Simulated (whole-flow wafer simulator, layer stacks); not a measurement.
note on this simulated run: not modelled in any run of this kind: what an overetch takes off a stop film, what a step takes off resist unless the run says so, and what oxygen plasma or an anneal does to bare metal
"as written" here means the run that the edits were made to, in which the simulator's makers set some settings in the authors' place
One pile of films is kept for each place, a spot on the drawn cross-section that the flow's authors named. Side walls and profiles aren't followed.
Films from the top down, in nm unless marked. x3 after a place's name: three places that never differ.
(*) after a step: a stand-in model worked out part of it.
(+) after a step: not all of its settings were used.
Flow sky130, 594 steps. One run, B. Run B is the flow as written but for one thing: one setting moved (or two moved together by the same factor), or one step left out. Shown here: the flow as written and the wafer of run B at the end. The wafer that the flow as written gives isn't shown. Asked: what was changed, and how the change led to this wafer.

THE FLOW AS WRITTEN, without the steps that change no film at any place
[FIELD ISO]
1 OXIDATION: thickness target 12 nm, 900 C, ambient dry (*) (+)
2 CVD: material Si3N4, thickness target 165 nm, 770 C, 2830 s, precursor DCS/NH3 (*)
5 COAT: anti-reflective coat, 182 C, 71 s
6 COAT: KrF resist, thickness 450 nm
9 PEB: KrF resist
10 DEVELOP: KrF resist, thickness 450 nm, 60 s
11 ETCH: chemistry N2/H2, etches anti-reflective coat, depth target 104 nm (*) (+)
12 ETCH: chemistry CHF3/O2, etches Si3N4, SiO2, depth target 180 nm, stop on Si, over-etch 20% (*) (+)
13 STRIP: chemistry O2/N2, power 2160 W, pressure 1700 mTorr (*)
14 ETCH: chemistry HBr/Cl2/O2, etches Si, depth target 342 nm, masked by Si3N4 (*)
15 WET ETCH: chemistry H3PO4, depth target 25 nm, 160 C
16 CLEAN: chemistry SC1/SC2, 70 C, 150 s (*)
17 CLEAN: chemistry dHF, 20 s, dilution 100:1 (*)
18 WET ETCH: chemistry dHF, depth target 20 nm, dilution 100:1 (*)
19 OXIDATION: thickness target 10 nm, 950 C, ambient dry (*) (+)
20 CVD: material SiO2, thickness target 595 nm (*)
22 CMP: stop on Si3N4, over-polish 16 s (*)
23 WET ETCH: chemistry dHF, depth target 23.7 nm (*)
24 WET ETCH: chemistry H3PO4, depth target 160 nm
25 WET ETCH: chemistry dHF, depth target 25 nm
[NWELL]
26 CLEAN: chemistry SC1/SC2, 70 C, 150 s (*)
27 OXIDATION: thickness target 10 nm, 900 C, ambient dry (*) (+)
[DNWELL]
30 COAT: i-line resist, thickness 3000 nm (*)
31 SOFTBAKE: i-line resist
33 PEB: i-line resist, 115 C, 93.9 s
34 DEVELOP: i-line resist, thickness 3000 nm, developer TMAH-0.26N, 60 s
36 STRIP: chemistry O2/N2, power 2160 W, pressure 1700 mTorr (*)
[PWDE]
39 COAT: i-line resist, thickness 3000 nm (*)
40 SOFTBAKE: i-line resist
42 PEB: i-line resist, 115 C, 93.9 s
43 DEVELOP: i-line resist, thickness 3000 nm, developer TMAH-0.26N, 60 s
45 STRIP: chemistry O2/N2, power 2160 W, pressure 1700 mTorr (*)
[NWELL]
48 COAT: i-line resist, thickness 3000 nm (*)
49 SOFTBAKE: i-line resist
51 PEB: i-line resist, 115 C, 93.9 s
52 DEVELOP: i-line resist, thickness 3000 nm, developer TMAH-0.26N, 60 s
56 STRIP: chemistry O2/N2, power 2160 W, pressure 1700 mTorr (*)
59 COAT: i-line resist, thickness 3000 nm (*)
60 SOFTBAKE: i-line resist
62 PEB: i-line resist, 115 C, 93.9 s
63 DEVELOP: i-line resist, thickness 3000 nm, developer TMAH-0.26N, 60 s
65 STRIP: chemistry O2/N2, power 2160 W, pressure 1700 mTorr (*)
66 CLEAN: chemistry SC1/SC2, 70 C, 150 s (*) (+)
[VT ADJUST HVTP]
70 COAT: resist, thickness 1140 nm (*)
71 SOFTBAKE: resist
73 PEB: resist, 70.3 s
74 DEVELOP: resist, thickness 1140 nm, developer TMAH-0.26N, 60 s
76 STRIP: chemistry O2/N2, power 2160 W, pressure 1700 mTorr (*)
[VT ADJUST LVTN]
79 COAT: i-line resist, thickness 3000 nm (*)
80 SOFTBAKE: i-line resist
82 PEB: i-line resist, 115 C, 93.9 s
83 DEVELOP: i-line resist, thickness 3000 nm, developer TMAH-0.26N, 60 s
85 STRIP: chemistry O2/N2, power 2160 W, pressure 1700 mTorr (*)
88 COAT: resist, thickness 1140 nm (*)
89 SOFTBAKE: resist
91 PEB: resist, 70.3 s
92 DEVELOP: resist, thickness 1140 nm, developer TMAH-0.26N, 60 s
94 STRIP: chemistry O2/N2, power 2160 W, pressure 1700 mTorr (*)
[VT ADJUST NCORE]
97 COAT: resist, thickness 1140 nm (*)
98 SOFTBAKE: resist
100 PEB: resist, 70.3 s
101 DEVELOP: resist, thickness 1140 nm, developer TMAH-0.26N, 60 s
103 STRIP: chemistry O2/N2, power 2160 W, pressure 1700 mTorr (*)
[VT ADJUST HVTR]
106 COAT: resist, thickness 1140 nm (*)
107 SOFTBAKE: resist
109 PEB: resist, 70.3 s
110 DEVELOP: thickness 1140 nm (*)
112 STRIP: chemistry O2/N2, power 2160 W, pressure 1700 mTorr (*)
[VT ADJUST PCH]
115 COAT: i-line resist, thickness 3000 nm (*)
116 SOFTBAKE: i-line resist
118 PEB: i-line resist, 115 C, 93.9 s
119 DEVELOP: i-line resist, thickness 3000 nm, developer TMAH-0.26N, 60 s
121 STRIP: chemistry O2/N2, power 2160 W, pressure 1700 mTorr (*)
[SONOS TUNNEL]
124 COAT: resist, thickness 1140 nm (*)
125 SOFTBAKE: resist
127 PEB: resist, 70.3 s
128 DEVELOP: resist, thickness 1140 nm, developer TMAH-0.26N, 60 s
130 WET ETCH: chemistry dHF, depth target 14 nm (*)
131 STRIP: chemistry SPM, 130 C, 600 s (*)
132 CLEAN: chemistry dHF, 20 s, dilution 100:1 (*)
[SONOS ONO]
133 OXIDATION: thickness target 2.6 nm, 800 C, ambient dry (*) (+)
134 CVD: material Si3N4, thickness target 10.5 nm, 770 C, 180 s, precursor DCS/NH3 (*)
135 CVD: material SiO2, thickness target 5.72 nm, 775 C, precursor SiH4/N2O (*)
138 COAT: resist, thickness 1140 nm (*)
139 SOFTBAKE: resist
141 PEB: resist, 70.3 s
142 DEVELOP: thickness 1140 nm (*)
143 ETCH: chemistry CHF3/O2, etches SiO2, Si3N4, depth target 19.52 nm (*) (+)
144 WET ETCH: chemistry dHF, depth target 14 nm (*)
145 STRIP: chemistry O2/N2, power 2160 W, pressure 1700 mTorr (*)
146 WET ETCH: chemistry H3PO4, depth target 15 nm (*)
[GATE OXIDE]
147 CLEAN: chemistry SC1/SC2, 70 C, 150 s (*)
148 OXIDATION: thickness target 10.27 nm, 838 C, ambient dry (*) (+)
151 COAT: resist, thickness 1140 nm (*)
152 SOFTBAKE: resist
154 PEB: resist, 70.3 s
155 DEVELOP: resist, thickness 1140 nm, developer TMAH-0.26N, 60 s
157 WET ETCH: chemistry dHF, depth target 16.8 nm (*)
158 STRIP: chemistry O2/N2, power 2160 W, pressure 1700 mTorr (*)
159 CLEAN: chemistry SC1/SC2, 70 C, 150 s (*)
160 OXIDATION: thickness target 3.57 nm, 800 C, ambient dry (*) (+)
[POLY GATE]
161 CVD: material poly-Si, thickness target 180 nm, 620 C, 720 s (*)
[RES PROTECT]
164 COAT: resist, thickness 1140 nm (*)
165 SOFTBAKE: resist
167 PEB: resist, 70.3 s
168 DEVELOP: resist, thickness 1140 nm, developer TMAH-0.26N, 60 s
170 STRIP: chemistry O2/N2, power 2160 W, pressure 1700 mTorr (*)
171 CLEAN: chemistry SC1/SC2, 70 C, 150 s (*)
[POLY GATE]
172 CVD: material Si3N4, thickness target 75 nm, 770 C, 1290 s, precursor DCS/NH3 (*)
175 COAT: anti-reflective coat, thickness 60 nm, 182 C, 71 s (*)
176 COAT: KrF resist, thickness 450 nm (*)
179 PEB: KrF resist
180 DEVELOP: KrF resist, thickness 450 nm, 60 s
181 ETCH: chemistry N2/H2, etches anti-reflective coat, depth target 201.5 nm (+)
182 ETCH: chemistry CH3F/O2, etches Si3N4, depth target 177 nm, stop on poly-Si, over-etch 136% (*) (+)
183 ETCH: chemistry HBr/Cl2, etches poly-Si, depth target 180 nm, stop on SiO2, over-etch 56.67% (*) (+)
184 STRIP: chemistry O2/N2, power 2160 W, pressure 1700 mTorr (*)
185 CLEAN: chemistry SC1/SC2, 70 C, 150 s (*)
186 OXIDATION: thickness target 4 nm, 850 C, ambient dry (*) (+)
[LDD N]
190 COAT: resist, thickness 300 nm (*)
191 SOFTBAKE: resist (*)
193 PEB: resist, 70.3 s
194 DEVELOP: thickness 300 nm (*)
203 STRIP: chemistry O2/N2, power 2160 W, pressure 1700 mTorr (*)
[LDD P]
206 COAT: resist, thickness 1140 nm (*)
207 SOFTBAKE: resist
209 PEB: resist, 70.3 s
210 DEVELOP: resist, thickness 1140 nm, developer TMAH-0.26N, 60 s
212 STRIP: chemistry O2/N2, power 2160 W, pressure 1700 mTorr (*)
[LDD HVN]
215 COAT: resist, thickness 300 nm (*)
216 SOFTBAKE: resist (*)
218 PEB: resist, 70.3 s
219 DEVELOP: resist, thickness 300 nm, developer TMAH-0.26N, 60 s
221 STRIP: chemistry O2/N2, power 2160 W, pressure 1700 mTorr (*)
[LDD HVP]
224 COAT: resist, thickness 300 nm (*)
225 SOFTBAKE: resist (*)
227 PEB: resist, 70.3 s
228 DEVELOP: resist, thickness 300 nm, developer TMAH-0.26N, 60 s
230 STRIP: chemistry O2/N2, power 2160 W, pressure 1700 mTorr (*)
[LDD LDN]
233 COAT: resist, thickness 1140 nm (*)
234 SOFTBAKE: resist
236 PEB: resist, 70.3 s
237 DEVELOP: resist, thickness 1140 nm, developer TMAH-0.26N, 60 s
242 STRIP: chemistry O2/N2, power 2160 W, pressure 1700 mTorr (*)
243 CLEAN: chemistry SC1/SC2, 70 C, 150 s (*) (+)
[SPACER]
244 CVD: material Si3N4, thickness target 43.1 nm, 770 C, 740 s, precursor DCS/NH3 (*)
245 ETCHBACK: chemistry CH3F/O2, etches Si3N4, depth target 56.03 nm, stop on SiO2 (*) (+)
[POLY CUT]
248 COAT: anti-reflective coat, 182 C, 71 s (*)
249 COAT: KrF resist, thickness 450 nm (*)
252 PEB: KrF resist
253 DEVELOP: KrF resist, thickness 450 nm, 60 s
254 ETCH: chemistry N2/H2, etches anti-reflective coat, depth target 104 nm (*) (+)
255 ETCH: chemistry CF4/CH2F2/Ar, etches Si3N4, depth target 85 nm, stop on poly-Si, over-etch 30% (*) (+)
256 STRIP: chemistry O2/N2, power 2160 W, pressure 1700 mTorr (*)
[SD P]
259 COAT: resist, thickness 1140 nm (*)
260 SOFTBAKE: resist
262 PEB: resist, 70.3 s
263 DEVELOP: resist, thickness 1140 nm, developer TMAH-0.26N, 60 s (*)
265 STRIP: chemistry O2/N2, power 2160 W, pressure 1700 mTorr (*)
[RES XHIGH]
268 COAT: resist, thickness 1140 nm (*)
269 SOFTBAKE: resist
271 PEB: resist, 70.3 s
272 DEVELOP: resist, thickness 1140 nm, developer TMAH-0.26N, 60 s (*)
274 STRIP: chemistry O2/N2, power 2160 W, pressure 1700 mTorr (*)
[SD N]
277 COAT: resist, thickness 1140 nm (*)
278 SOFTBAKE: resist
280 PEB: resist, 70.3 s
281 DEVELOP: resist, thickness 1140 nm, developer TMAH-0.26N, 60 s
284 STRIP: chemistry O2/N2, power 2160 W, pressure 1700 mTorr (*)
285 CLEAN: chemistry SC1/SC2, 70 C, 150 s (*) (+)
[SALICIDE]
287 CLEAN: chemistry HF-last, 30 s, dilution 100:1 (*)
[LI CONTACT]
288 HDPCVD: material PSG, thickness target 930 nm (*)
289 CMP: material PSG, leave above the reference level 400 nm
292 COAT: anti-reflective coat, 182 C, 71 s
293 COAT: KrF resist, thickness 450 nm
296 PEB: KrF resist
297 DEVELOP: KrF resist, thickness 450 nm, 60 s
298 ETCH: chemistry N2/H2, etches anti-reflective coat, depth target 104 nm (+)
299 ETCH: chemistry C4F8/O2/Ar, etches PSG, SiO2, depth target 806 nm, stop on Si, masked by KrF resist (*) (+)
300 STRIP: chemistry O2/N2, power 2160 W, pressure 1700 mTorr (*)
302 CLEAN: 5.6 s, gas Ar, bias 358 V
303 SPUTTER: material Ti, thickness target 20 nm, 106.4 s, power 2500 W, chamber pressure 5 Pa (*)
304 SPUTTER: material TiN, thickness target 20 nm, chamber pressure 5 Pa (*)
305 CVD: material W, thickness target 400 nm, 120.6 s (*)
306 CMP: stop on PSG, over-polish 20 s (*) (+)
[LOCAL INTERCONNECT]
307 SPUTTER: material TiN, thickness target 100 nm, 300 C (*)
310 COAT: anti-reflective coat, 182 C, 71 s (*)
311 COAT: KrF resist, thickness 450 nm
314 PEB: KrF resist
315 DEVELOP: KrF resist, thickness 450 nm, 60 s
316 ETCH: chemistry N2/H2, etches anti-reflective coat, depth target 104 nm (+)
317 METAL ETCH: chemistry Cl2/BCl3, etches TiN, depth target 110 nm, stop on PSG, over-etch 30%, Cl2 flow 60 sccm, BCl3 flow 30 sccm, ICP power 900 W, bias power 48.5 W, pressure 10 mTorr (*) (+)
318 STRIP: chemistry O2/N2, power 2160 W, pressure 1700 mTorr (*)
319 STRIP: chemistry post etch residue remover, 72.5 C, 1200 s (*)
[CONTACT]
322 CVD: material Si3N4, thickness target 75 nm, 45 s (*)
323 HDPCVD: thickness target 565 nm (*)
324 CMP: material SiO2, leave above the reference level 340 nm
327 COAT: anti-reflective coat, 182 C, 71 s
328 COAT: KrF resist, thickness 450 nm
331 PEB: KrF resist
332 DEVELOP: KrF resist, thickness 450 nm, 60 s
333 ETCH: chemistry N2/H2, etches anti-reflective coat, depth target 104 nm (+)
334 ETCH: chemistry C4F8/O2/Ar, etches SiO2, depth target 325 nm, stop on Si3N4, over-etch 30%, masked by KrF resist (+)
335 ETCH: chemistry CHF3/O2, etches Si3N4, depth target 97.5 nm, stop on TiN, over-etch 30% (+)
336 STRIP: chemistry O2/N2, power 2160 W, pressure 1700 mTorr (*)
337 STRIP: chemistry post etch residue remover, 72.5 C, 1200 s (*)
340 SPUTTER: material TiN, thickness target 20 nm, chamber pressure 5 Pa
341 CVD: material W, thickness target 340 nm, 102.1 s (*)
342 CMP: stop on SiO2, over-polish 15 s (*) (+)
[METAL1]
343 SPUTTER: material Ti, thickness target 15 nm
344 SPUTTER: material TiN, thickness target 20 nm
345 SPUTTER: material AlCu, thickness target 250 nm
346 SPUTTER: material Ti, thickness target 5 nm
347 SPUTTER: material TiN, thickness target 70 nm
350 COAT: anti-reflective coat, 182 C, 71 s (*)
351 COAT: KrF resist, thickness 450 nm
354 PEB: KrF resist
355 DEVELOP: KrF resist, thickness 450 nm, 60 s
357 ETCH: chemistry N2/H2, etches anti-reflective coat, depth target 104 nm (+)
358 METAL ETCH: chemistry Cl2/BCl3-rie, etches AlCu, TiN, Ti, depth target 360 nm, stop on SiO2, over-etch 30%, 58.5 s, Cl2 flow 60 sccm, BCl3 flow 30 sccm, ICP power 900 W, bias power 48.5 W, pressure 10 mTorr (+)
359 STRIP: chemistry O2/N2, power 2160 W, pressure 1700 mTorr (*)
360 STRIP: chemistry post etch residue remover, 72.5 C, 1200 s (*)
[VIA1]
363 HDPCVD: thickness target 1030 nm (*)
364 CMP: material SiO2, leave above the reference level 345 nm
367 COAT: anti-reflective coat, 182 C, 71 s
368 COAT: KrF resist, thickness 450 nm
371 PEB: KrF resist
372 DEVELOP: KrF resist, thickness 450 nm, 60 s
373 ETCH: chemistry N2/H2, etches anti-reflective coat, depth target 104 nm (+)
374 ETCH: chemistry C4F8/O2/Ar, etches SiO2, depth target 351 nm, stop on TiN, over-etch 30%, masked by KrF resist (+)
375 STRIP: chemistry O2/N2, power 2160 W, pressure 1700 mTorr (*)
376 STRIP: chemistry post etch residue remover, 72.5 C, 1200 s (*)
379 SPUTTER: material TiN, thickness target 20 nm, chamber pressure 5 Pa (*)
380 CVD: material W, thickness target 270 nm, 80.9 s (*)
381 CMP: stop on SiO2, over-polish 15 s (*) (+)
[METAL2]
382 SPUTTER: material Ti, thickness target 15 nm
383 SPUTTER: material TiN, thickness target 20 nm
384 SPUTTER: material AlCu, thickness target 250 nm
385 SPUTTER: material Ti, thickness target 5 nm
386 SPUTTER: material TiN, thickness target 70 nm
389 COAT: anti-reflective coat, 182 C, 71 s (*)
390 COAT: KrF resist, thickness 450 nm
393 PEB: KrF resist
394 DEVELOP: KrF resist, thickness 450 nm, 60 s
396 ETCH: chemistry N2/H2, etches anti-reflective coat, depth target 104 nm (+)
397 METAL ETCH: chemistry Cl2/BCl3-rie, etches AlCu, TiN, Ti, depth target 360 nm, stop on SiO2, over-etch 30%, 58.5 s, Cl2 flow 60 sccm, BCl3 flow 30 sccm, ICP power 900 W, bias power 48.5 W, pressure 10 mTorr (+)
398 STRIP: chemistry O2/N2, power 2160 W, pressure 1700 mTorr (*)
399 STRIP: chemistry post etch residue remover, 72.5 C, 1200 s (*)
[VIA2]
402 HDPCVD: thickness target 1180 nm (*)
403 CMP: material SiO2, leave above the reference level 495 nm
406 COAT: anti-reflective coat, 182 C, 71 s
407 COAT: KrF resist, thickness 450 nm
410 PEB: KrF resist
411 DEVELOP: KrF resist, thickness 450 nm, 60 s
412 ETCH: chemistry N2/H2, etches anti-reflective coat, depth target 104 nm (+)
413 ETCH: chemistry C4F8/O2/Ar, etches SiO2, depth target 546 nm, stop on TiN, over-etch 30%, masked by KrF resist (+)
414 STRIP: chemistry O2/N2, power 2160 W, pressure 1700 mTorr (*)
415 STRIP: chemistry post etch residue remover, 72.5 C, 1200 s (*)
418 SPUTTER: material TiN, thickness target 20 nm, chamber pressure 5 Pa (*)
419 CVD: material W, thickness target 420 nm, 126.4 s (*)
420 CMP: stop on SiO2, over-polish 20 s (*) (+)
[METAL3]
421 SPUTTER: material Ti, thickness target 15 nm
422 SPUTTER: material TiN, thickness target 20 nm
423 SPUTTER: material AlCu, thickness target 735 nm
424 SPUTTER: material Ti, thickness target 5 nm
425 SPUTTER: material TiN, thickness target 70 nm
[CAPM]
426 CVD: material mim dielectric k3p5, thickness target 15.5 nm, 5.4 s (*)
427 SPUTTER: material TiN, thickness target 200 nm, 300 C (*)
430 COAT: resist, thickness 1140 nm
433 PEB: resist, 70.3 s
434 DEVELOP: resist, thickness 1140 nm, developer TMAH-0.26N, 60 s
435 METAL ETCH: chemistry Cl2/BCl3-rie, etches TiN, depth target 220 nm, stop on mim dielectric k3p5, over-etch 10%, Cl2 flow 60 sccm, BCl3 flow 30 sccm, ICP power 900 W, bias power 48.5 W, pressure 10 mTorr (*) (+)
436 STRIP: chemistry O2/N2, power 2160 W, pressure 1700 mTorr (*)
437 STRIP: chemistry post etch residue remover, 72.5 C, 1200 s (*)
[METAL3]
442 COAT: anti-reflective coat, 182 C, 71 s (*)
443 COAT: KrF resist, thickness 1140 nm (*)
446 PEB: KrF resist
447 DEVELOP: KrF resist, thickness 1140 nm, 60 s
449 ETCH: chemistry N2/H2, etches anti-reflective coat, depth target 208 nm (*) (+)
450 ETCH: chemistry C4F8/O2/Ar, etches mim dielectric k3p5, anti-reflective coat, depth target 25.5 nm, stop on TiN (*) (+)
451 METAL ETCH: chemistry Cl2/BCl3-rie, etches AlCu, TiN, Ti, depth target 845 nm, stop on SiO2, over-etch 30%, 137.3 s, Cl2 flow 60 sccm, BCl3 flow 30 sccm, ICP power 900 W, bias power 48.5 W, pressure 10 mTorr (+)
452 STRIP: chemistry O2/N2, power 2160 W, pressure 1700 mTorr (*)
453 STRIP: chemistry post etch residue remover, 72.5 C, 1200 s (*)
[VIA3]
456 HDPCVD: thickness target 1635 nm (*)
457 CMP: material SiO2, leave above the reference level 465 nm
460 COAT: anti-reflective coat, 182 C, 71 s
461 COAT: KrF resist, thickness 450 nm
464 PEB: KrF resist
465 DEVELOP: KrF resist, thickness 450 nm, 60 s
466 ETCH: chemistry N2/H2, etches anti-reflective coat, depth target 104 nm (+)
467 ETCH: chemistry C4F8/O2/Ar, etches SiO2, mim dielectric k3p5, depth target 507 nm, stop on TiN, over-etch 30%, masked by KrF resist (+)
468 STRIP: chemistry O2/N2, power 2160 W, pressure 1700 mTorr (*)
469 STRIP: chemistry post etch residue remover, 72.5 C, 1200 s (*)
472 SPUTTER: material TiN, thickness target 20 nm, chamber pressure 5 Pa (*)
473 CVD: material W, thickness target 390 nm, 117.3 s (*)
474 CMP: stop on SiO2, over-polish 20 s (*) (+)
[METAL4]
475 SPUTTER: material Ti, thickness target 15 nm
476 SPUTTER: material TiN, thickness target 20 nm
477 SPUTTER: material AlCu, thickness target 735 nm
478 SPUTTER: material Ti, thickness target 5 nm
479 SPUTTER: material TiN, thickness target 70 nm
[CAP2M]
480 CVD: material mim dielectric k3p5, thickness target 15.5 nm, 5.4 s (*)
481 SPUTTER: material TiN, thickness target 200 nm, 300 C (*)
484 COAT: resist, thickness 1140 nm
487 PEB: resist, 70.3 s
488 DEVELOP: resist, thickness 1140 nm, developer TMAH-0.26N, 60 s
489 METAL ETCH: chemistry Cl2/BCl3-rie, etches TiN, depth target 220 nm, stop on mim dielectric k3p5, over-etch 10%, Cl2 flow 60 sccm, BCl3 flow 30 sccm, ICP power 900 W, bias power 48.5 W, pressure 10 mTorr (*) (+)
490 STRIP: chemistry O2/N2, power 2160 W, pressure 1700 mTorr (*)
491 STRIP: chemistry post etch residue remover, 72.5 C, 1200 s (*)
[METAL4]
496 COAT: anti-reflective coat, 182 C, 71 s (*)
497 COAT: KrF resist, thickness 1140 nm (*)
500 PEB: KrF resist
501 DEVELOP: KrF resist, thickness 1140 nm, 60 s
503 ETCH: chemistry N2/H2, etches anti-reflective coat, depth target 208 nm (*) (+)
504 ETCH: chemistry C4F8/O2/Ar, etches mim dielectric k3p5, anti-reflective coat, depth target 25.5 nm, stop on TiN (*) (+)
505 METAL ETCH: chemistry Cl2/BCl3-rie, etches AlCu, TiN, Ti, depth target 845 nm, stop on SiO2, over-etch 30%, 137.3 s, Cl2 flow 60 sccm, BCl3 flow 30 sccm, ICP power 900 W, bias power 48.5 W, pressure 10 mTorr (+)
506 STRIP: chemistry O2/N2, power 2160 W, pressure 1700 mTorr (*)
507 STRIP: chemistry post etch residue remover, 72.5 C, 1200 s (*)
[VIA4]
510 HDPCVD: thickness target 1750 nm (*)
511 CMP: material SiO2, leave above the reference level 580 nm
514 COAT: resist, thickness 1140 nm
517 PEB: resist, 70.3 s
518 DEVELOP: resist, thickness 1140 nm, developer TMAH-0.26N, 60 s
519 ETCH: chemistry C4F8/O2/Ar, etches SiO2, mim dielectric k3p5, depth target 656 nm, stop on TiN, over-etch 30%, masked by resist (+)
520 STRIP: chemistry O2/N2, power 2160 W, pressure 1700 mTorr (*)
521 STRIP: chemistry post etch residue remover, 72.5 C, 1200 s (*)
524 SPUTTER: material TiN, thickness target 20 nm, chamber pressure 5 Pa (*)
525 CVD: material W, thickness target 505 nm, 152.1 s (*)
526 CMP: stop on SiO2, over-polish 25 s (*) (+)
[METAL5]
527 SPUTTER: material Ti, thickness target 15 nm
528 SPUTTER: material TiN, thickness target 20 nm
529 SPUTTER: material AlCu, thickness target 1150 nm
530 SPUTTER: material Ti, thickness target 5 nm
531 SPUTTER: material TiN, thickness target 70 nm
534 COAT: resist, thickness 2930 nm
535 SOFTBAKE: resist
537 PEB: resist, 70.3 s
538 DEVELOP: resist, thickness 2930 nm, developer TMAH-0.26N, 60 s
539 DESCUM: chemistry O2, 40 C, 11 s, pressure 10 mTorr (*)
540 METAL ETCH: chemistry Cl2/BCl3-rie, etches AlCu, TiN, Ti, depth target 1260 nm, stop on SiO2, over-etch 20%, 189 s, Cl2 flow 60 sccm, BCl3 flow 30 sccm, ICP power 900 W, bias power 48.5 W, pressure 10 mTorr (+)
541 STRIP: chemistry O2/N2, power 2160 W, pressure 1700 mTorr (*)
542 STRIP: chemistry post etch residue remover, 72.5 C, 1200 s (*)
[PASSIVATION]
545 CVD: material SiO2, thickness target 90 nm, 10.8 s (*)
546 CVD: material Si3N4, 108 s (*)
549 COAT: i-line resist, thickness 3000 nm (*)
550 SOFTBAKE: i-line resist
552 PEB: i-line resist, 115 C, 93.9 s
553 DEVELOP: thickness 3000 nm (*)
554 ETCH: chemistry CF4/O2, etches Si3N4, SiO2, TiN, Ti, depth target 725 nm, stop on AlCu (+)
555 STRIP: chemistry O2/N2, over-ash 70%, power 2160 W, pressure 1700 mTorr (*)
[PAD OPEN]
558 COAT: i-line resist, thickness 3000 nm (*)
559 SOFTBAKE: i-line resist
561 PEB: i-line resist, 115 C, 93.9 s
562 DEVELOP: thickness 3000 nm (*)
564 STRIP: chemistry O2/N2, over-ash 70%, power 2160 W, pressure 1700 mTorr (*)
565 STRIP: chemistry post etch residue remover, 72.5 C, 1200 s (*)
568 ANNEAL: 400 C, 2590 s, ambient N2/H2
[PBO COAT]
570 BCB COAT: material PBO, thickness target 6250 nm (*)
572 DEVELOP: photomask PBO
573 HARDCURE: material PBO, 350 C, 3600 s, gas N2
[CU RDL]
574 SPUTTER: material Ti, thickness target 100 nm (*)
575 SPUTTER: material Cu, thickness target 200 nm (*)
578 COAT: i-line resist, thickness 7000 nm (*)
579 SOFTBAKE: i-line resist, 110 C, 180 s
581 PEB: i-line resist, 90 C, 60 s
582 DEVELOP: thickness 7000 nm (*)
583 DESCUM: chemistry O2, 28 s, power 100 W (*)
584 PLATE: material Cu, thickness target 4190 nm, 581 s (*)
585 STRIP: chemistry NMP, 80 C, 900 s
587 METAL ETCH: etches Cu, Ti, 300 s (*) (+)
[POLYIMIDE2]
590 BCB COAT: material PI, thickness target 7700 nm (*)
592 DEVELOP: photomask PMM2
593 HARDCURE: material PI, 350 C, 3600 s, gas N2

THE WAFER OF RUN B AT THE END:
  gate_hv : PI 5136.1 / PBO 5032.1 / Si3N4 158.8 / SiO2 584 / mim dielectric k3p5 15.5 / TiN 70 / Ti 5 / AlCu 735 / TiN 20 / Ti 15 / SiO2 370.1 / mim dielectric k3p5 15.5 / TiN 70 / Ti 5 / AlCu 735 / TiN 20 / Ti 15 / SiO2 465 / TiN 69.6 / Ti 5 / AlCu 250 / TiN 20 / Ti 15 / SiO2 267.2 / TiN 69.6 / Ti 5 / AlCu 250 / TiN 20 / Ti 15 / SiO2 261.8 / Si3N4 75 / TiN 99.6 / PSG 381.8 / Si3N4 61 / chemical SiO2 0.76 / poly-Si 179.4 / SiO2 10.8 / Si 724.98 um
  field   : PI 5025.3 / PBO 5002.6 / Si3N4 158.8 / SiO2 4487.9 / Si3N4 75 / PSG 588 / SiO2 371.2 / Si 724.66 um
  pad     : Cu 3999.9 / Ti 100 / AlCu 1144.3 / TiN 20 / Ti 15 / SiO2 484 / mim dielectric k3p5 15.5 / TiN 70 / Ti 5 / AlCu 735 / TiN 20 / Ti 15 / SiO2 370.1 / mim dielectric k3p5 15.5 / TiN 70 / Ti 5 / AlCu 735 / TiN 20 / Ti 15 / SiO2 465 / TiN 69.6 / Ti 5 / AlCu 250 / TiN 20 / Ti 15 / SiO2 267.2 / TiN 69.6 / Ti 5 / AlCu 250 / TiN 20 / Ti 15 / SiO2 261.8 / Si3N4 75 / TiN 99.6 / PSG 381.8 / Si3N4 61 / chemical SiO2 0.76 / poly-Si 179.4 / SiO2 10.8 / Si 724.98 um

The cause: step 403, CMP: leave above the reference level 544 nm was run, where the flow has leave above the reference level 495 nm.

How the change led to this, step by step:
  403 CMP: material SiO2, leave above the reference level 495 nm
      n_well, p_well, gate_hv and 101 more: SiO2 -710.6 (as written it would be: SiO2 -759.6)
      field, active, gate and 82 more: SiO2 -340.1 (as written it would be: SiO2 -389.1)
      (and at 2 more places)
  413 ETCH: chemistry C4F8/O2/Ar, etches SiO2, depth target 546 nm, stop on TiN, over-etch 30%, masked by KrF resist (+)
      m1: SiO2 -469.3 (all of it) (as written it would be: SiO2 -420.3 (all of it))
      via2_hole: SiO2 -468.8 (all of it) (as written it would be: SiO2 -419.8 (all of it))
  418 SPUTTER: material TiN, thickness target 20 nm, chamber pressure 5 Pa (*)
      m1: TiN +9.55 (as written it would be: TiN +10.2)
      via2_hole: TiN +9.54 (as written it would be: TiN +10.2)
  419 CVD: material W, thickness target 420 nm, 126.4 s (*)
      m1: W +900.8 (new film) (as written it would be: W +851.1 (new film))
      via2_hole: W +900.3 (new film) (as written it would be: W +850.7 (new film))
